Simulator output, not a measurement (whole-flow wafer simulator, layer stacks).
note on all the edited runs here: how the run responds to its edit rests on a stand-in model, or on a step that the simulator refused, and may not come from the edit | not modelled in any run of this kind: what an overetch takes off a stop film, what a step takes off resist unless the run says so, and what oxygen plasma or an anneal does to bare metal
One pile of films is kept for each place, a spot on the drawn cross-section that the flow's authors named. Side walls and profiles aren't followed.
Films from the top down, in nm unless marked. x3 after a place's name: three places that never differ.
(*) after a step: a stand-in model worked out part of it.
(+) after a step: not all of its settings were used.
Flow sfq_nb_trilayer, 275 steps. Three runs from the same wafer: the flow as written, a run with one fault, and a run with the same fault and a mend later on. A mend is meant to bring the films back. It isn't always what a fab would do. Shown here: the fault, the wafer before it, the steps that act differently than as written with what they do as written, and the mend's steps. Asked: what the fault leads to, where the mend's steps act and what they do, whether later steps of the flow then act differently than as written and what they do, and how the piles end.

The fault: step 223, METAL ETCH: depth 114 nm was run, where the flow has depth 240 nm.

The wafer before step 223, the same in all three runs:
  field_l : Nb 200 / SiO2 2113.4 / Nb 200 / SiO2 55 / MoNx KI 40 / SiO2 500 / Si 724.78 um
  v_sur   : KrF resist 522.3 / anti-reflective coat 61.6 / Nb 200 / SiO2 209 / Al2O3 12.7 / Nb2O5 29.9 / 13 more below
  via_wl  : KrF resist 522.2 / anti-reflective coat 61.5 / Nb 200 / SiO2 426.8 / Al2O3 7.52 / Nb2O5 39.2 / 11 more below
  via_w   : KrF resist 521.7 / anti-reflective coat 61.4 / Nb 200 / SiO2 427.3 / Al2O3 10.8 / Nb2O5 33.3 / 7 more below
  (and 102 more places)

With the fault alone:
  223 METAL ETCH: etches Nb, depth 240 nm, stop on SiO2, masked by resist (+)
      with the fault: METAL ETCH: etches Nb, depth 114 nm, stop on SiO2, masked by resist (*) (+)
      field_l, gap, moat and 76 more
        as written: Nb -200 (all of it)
        with the fault: Nb -114
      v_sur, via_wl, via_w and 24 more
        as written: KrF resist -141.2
        with the fault: KrF resist -67.1
  Later steps of the flow that act differently than as written:
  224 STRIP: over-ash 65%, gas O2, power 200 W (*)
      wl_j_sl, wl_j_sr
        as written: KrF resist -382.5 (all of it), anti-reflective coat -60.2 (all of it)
        with the fault: KrF resist -456.6 (all of it), anti-reflective coat -60.2 (all of it)
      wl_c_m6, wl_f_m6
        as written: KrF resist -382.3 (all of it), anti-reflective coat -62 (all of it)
        with the fault: KrF resist -456.4 (all of it), anti-reflective coat -62 (all of it)
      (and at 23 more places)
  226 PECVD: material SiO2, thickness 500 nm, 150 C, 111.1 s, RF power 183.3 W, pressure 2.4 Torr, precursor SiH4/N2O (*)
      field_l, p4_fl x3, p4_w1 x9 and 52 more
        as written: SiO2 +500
        with the fault: SiO2 +500 (new film)
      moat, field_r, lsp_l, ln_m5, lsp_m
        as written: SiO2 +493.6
        with the fault: SiO2 +500 (new film)
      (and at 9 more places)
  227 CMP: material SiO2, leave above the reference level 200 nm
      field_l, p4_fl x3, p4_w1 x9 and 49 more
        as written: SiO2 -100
        with the fault: SiO2 -186
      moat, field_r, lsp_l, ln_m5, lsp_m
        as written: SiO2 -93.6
        with the fault: SiO2 -186
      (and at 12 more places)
  At the end the piles differ from the flow's by more than 2% or 0.5 nm, whichever is larger, at field_l, gap, moat and 76 more.
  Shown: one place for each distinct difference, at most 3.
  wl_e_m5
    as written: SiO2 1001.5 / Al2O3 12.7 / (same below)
    with the fault: SiO2 706.5 / Nb 86 / SiO2 209 / Al2O3 12.7 / (same below)
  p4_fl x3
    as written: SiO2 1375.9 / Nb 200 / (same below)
    with the fault: SiO2 706.5 / Nb 86 / SiO2 583.4 / Nb 200 / (same below)
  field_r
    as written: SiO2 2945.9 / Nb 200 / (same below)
    with the fault: SiO2 706.5 / Nb 86 / SiO2 2153.4 / Nb 200 / (same below)

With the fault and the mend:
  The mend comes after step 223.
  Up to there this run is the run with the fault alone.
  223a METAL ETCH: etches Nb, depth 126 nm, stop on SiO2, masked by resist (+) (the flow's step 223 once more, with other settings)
      field_l, gap, moat and 76 more
        Nb -86 (all of it)
      v_sur, via_wl, via_w and 24 more
        KrF resist -74.1
  No later step of the flow acts differently than as written at any place that is followed.
  At the end the piles are the same as the flow's at every place that both follow.
